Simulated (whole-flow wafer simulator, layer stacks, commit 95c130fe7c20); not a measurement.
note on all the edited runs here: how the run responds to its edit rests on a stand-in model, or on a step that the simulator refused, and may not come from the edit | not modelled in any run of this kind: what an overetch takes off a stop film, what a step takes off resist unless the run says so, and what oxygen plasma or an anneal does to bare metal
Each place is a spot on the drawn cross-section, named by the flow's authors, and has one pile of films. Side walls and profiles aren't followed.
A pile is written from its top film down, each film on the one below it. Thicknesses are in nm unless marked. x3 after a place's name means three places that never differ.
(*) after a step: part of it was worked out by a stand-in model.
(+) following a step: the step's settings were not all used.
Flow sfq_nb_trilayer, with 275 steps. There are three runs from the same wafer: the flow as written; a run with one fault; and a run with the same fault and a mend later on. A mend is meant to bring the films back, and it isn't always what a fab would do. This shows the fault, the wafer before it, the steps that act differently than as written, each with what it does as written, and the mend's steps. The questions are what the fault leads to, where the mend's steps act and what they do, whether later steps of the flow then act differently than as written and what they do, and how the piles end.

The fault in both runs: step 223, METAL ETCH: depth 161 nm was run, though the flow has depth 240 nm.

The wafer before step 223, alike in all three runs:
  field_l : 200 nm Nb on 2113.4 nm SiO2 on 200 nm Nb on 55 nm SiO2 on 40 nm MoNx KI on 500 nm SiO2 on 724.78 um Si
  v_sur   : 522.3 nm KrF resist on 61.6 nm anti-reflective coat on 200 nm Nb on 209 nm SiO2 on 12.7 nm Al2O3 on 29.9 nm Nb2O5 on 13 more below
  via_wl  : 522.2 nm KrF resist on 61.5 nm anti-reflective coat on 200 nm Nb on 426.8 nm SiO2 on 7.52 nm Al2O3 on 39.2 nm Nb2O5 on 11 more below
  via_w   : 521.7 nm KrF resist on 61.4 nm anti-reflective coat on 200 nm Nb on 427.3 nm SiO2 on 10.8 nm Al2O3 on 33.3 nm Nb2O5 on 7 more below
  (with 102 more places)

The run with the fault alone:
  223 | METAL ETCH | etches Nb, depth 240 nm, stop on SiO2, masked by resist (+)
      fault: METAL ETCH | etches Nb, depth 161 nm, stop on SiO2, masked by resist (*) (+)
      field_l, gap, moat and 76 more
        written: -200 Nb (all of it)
        fault: -161 Nb
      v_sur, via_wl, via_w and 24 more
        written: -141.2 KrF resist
        fault: -94.7 KrF resist
  Steps further on in the flow that do not act as written:
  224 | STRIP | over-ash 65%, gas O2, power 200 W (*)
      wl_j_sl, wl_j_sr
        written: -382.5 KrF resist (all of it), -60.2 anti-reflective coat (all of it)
        fault: -429 KrF resist (all of it), -60.2 anti-reflective coat (all of it)
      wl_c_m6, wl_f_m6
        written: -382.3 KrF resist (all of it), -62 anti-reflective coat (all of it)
        fault: -428.7 KrF resist (all of it), -62 anti-reflective coat (all of it)
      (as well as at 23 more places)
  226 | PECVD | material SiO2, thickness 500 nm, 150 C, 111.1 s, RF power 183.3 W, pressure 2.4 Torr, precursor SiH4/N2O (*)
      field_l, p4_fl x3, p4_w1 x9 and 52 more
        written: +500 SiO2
        fault: +500 SiO2 (new film)
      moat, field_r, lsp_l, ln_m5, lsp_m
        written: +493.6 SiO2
        fault: +494.9 SiO2 (new film)
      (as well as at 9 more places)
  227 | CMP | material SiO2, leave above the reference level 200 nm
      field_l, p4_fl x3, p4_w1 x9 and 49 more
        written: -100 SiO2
        fault: -139 SiO2
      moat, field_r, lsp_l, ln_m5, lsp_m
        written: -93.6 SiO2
        fault: -133.9 SiO2
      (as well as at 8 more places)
  By the end, the piles at field_l, gap, moat and 76 more depart from the flow's by more than 2% or 0.5 nm, whichever is larger.
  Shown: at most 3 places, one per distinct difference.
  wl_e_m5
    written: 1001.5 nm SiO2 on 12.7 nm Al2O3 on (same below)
    fault: 753.5 nm SiO2 on 39 nm Nb on 209 nm SiO2 on 12.7 nm Al2O3 on (same below)
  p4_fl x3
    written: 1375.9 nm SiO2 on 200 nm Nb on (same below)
    fault: 753.5 nm SiO2 on 39 nm Nb on 583.4 nm SiO2 on 200 nm Nb on (same below)
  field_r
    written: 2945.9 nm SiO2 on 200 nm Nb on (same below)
    fault: 753.5 nm SiO2 on 39 nm Nb on 2153.4 nm SiO2 on 200 nm Nb on (same below)

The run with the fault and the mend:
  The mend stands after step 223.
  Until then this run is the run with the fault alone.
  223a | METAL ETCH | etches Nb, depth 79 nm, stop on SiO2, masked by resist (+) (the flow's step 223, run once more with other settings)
      field_l, gap, moat and 76 more
        -39 Nb (all of it)
      v_sur, via_wl, via_w and 24 more
        -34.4 KrF resist
  Steps further on in the flow that do not act as written:
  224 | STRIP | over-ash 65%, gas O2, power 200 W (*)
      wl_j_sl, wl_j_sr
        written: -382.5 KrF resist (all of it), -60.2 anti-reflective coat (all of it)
        mend: -394.6 KrF resist (all of it), -60.2 anti-reflective coat (all of it)
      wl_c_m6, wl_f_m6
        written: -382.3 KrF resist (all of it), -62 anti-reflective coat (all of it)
        mend: -394.3 KrF resist (all of it), -62 anti-reflective coat (all of it)
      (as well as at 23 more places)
  The piles end the same as the flow's at every place that both follow.
